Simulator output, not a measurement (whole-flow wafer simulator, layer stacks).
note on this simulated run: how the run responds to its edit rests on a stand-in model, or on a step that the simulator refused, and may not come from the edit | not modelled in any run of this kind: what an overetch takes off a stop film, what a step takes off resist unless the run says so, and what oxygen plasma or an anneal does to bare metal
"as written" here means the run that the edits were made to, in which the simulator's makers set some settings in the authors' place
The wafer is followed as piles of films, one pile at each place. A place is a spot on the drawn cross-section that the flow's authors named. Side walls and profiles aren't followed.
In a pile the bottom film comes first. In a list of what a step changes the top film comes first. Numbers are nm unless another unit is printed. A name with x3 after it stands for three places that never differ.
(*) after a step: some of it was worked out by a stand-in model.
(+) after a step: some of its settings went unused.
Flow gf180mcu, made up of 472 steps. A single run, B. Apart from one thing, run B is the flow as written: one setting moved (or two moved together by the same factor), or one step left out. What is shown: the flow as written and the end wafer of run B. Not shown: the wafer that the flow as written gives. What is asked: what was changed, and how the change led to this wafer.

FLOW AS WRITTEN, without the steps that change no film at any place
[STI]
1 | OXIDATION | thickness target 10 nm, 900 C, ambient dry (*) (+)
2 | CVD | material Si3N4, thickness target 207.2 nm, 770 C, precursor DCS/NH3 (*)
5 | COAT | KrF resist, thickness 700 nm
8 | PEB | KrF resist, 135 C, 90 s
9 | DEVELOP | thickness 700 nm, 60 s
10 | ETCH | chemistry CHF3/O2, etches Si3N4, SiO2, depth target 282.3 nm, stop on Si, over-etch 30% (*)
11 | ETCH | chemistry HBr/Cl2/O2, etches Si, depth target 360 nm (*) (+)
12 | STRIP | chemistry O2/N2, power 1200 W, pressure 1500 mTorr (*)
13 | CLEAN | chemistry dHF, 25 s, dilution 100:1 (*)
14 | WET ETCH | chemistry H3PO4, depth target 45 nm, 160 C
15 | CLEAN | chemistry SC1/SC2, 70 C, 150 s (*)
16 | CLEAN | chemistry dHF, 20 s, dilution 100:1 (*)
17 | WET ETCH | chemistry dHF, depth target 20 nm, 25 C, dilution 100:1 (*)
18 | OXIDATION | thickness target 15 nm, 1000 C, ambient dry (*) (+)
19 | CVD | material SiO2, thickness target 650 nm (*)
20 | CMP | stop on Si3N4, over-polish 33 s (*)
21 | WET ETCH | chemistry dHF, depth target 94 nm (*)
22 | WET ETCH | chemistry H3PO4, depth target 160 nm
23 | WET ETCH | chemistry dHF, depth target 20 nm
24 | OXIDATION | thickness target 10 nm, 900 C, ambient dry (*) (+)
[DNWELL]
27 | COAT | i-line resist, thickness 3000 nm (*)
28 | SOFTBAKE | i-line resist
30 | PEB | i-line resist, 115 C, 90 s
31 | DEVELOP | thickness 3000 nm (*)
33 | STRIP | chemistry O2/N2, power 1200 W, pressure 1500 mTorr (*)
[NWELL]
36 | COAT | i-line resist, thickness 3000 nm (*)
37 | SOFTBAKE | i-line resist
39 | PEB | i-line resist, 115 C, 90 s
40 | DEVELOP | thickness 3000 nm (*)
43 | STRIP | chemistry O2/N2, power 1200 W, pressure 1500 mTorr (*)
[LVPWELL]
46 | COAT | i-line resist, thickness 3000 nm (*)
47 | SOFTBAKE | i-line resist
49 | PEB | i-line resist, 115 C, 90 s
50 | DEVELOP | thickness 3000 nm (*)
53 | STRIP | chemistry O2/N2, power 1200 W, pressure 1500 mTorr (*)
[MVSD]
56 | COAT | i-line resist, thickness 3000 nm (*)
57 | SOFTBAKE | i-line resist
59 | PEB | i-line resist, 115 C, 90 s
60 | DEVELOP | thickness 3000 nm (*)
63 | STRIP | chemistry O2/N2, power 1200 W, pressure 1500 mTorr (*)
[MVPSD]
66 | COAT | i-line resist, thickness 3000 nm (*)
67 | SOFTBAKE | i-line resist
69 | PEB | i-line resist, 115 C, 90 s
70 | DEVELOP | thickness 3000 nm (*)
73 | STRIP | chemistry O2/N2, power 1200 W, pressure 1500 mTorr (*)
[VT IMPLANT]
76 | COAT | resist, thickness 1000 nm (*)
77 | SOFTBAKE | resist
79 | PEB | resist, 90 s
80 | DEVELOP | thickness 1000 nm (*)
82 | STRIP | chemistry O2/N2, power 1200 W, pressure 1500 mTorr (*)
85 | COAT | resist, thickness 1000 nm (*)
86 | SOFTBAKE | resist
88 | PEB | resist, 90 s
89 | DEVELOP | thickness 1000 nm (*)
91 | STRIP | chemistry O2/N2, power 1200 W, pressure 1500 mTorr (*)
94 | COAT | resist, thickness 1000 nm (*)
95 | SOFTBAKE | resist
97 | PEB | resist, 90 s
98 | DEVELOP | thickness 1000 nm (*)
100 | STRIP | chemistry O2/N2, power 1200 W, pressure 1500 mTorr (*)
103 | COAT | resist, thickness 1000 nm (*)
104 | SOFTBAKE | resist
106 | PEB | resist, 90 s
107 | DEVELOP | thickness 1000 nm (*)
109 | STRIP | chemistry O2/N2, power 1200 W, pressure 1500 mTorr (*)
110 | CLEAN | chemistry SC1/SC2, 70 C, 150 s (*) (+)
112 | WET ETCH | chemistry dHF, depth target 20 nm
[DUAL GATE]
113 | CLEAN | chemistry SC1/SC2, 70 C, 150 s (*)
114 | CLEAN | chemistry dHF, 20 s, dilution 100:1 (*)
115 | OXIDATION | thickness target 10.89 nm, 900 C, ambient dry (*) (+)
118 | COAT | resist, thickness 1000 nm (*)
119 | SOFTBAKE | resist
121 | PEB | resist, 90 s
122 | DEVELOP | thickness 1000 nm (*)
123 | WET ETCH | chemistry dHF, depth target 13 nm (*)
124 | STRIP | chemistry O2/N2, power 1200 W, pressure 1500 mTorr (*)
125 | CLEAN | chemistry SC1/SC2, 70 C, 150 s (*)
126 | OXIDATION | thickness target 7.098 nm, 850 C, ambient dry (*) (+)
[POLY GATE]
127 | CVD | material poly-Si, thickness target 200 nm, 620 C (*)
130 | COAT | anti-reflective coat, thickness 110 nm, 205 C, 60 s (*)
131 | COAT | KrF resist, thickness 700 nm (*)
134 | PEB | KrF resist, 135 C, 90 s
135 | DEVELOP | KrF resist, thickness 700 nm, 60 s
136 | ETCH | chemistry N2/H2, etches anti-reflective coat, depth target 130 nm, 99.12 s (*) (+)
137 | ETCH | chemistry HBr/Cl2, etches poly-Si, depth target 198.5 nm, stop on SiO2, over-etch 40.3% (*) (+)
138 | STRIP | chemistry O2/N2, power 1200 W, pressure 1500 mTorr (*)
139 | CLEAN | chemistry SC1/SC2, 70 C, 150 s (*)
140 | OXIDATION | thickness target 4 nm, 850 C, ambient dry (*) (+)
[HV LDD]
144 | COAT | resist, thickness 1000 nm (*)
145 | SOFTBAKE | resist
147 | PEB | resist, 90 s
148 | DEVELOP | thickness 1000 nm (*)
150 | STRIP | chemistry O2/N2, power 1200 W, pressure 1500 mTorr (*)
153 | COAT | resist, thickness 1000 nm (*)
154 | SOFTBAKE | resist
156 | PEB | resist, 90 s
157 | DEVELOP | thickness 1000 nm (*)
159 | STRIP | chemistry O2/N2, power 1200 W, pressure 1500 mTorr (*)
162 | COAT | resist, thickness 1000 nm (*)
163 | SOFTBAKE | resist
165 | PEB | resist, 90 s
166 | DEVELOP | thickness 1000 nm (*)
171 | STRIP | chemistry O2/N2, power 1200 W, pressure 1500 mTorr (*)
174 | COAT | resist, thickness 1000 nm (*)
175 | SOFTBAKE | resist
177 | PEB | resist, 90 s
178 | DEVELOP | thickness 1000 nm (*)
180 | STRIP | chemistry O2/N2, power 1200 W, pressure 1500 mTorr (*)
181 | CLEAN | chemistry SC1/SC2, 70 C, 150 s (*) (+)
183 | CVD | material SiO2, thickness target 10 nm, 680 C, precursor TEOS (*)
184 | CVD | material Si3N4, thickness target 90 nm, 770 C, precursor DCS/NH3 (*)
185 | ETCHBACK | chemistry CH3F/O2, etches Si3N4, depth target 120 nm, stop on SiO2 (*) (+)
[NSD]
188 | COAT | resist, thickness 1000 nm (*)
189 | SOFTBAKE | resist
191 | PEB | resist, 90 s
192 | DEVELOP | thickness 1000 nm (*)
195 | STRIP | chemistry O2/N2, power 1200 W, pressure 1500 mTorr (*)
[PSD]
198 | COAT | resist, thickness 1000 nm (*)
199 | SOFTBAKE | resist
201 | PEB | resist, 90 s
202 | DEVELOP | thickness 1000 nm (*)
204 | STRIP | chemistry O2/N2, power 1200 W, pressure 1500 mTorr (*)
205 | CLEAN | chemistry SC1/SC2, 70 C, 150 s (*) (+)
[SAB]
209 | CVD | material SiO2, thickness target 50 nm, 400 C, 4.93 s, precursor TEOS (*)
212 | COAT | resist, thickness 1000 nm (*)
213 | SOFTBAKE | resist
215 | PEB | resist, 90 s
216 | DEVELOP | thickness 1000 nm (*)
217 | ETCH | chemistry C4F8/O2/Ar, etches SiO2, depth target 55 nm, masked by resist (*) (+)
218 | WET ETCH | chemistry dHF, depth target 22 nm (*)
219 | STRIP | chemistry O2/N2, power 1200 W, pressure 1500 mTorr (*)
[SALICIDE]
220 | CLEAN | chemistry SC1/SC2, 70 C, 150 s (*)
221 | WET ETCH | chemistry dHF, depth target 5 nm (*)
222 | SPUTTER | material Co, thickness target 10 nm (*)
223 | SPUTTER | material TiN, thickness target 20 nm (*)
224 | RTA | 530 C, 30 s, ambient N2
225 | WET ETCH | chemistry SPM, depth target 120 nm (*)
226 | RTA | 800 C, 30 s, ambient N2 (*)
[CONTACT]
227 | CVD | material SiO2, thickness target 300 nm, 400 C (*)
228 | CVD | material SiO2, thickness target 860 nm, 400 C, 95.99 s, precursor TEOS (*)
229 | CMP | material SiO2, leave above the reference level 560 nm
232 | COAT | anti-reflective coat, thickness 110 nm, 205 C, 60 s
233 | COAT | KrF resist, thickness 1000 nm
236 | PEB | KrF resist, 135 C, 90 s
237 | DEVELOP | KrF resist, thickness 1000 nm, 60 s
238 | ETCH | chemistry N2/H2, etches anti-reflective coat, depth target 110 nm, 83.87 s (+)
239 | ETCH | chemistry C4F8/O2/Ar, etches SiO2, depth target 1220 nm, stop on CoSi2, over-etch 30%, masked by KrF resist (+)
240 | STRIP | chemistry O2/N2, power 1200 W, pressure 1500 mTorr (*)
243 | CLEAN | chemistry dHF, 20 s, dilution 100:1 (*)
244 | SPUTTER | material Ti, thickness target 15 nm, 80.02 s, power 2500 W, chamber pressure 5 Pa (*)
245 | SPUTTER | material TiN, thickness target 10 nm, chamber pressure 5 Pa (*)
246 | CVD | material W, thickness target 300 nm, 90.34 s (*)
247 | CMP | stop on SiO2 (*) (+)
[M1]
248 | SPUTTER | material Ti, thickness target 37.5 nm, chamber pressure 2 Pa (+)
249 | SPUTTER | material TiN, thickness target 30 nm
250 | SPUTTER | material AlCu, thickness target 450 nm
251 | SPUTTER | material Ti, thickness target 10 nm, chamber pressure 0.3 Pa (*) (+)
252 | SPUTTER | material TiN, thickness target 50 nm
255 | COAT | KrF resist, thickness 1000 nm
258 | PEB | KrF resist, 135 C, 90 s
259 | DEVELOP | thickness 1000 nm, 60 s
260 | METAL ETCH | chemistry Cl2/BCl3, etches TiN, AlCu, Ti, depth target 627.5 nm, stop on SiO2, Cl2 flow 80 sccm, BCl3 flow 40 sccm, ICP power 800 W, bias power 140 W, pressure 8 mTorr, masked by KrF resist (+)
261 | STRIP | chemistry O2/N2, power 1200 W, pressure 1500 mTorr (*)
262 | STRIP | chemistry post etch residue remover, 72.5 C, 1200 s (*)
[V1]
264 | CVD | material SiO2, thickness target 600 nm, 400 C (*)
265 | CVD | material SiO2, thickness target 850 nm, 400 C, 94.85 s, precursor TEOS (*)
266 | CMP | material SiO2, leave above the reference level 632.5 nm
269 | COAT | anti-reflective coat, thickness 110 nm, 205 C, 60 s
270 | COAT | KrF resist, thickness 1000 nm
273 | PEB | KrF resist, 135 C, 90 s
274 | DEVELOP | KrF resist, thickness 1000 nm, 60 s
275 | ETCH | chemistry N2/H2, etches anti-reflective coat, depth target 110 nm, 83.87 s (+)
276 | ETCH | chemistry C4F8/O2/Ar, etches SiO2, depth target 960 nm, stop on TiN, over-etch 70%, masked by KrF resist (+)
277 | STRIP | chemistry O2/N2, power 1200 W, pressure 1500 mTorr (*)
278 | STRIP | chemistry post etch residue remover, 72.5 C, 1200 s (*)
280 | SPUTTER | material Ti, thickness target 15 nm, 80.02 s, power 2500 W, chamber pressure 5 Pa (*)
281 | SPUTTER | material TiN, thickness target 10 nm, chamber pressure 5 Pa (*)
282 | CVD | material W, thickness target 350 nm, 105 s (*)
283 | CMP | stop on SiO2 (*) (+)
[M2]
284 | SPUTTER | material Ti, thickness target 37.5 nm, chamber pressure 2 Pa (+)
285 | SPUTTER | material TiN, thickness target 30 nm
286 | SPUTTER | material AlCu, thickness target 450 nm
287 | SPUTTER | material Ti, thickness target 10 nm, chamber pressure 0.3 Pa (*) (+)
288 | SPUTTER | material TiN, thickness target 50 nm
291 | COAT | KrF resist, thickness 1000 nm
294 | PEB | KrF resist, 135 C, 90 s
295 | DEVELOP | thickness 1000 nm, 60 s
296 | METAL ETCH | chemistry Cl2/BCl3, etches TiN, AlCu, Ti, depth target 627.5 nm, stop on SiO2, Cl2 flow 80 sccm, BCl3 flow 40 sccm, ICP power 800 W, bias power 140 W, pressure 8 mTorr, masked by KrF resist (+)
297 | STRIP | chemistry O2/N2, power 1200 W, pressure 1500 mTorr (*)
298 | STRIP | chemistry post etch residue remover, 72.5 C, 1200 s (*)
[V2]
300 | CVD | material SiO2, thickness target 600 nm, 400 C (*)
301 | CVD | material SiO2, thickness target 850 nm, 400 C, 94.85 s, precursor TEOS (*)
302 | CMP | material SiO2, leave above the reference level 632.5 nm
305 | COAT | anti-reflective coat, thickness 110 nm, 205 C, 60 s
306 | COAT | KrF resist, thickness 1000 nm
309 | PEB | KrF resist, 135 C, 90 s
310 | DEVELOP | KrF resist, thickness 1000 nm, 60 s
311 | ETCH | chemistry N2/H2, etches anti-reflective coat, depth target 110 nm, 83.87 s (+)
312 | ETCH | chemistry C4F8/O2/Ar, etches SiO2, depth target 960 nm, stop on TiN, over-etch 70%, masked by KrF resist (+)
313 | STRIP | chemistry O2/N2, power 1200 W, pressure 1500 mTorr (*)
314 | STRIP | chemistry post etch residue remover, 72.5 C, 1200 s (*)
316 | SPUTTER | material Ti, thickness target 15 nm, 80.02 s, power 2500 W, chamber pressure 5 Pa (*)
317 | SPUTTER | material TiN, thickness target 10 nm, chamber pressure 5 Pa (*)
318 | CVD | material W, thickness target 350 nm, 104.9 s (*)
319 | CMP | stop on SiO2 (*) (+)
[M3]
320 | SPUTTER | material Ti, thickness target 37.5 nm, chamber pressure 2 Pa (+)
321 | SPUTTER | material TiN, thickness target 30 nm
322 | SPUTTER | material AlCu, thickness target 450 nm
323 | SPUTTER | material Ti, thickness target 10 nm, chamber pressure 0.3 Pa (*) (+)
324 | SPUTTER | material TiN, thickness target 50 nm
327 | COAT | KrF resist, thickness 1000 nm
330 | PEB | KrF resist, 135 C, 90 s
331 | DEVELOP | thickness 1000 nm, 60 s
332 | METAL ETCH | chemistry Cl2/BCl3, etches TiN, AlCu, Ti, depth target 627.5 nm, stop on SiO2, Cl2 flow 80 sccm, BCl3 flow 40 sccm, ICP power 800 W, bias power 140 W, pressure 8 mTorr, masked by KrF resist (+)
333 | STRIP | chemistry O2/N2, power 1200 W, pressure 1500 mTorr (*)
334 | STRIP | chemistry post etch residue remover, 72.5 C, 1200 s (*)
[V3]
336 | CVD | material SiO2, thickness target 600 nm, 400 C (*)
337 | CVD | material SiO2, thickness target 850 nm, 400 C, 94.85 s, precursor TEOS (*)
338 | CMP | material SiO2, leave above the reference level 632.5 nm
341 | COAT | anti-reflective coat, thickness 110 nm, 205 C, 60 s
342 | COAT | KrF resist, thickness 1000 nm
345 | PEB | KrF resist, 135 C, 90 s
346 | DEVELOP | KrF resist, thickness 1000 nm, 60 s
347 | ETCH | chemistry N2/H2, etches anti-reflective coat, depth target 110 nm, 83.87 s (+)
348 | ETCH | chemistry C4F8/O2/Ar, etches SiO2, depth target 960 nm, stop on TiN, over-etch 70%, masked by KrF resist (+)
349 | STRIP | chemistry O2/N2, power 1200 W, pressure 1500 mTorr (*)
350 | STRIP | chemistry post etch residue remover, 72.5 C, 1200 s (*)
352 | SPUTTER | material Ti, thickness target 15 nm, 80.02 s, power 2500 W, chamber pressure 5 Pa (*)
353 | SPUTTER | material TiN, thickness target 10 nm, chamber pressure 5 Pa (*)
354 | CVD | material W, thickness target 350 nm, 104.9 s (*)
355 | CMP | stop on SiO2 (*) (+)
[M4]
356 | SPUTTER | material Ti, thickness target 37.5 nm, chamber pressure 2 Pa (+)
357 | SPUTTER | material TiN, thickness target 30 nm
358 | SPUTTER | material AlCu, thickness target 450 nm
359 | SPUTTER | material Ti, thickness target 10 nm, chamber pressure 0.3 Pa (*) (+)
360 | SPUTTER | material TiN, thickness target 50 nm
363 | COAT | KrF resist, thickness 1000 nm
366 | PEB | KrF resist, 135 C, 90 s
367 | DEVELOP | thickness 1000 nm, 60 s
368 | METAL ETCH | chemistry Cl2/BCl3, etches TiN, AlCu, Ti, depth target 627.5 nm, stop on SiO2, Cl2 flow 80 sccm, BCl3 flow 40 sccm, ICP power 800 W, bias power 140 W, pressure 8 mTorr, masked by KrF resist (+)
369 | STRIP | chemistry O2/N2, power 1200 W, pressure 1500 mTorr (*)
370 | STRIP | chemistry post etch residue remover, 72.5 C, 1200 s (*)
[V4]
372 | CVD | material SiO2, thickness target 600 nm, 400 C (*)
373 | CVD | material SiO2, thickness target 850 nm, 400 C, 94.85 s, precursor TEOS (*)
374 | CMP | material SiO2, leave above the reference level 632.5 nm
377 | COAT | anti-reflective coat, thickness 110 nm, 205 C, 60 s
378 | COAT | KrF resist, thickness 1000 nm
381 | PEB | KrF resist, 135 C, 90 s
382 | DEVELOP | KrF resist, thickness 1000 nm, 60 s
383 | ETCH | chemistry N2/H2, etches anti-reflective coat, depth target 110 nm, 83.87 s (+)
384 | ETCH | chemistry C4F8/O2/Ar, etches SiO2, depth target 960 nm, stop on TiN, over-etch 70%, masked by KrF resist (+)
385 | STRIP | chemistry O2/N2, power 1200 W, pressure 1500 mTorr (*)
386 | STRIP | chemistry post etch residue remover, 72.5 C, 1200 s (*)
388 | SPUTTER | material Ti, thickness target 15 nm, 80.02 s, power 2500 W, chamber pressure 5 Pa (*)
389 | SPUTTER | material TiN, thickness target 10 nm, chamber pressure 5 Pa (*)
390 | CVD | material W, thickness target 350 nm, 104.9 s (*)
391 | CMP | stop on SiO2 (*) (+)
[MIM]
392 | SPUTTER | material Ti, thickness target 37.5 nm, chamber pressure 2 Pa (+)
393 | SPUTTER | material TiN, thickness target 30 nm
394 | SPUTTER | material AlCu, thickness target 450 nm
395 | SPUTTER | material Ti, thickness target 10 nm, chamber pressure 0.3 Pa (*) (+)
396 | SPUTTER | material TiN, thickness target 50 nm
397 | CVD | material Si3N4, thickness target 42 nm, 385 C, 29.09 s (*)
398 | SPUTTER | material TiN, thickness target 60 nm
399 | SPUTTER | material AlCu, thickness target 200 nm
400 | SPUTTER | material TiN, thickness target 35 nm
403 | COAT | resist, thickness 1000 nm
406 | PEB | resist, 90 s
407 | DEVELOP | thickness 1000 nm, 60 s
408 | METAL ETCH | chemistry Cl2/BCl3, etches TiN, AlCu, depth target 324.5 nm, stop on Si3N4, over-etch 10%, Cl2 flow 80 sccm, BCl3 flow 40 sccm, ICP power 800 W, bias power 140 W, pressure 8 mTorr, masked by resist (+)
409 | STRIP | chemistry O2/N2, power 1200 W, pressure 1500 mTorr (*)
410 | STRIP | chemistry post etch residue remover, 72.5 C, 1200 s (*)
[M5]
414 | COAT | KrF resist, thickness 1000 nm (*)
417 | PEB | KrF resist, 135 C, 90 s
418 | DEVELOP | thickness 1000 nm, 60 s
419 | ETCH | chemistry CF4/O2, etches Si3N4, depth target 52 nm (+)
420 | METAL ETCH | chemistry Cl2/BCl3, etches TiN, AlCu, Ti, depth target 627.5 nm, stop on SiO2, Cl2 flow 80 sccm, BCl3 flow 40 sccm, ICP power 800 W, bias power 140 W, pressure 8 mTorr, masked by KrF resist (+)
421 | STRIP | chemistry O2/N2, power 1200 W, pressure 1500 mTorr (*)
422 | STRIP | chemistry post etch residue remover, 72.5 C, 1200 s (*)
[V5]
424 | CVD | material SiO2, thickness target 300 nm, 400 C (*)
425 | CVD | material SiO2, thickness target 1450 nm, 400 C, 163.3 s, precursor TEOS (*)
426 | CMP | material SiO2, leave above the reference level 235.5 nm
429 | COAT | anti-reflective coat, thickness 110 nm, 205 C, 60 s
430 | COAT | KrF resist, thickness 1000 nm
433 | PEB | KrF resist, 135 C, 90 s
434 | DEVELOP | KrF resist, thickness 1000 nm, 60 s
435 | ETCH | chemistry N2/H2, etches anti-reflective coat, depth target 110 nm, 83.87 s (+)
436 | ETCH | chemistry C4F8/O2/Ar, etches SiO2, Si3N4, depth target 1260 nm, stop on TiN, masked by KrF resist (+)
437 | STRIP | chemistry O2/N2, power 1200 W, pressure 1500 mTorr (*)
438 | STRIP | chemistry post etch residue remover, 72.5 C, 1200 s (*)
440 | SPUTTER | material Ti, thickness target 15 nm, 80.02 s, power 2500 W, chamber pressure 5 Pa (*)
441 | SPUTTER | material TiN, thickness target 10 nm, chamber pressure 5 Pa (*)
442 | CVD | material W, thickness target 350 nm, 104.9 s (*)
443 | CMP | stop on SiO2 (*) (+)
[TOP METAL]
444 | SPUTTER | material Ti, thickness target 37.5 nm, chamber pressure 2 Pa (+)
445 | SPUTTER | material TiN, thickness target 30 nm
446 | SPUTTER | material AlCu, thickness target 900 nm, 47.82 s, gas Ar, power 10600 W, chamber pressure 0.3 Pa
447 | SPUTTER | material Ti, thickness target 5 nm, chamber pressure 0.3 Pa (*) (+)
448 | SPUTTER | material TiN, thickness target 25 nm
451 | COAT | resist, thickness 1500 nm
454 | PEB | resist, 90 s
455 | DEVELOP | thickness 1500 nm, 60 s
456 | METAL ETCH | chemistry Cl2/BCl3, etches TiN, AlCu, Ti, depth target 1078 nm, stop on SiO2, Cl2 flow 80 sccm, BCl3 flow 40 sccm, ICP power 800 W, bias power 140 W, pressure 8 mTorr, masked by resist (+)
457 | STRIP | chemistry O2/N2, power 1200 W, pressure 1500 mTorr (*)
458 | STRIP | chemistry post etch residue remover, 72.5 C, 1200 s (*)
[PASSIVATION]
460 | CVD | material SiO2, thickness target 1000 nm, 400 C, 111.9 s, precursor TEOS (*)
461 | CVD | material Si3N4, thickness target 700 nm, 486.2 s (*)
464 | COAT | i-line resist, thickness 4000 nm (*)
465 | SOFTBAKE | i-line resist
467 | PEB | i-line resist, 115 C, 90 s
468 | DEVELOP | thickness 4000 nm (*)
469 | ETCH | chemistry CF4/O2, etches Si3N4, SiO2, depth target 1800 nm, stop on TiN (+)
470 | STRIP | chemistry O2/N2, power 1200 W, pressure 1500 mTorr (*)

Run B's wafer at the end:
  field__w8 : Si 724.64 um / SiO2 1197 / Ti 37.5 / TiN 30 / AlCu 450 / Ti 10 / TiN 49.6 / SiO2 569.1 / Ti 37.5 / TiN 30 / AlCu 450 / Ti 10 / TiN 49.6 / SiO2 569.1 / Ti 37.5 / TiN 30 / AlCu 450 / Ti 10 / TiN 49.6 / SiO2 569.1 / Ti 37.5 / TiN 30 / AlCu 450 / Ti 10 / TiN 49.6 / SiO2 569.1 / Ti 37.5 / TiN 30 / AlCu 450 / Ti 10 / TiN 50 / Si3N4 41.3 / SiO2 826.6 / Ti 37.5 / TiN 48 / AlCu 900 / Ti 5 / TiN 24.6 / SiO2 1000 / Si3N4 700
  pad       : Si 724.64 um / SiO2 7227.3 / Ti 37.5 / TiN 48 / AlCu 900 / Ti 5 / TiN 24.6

What caused this: step 445, SPUTTER: thickness target 48 nm was run, though the flow has thickness target 30 nm.
One can read it off the wafer: field__w8 has TiN 48, and step 445 as written asks for 30 nm.

The path from the change to this, step by step:
  445 | SPUTTER | material TiN, thickness target 30 nm
      field, field__w1, field__w2 and 109 more: TiN gains 48 (new film) (it would be, as written: TiN gains 30 (new film))
  456 | METAL ETCH | chemistry Cl2/BCl3, etches TiN, AlCu, Ti, depth target 1078 nm, stop on SiO2, Cl2 flow 80 sccm, BCl3 flow 40 sccm, ICP power 800 W, bias power 140 W, pressure 8 mTorr, masked by resist (+)
      field, field__w1, field__w2 and 103 more: TiN loses 25 (all of it), Ti loses 5 (all of it), AlCu loses 900 (all of it), TiN loses 48 (all of it), Ti loses 37.5 (all of it) (it would be, as written: TiN loses 25 (all of it), Ti loses 5 (all of it), AlCu loses 900 (all of it), TiN loses 30 (all of it), Ti loses 37.5 (all of it))
  465 | SOFTBAKE | i-line resist
      field__w11, field__w13: i-line resist gains 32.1 (it would be, as written: i-line resist gains 37.9)
      field: i-line resist loses 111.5 (it would be, as written: i-line resist loses 120.6)
      (also at 63 further places)
